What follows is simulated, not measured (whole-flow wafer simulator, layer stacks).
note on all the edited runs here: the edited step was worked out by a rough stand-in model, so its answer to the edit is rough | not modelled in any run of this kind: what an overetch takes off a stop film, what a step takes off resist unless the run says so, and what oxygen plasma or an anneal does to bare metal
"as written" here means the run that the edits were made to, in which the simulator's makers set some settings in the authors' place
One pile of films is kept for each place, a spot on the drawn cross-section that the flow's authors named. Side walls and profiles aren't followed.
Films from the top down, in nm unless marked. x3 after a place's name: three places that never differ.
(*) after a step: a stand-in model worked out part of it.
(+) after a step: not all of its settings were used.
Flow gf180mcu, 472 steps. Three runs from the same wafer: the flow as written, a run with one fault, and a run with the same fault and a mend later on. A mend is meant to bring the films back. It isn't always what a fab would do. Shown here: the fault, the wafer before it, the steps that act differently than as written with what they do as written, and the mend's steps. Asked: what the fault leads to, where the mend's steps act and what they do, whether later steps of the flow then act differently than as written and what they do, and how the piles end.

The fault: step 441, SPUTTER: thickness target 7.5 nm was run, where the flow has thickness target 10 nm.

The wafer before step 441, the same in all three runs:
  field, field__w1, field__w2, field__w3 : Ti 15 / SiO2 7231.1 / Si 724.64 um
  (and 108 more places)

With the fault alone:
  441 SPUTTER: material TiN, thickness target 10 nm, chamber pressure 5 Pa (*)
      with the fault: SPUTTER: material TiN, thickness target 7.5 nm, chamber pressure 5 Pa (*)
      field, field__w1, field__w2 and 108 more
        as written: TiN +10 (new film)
        with the fault: TiN +7.5 (new film)
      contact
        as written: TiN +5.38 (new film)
        with the fault: TiN +4.04 (new film)
  Later steps of the flow that act differently than as written (1 more step differs only slightly, by at most 2% or 0.5 nm, whichever is larger, and isn't shown):
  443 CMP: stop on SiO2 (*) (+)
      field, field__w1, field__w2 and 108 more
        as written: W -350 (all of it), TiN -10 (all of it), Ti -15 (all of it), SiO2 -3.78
        with the fault: W -350 (all of it), TiN -7.5 (all of it), Ti -15 (all of it), SiO2 -3.76
  At the end the piles differ from the flow's by more than 2% or 0.5 nm, whichever is larger, at contact.
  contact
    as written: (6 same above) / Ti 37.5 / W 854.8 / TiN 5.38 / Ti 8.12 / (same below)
    with the fault: (6 same above) / Ti 37.5 / W 856.2 / TiN 4.04 / Ti 8.12 / (same below)

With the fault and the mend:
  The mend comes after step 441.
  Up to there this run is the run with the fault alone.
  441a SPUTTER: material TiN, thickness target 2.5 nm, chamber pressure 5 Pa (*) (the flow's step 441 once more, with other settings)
      field, field__w1, field__w2 and 108 more
        TiN +2.5
      contact
        TiN +1.34
  No later step of the flow acts differently than as written at any place that is followed.
  At the end the piles are the same as the flow's at every place that both follow.
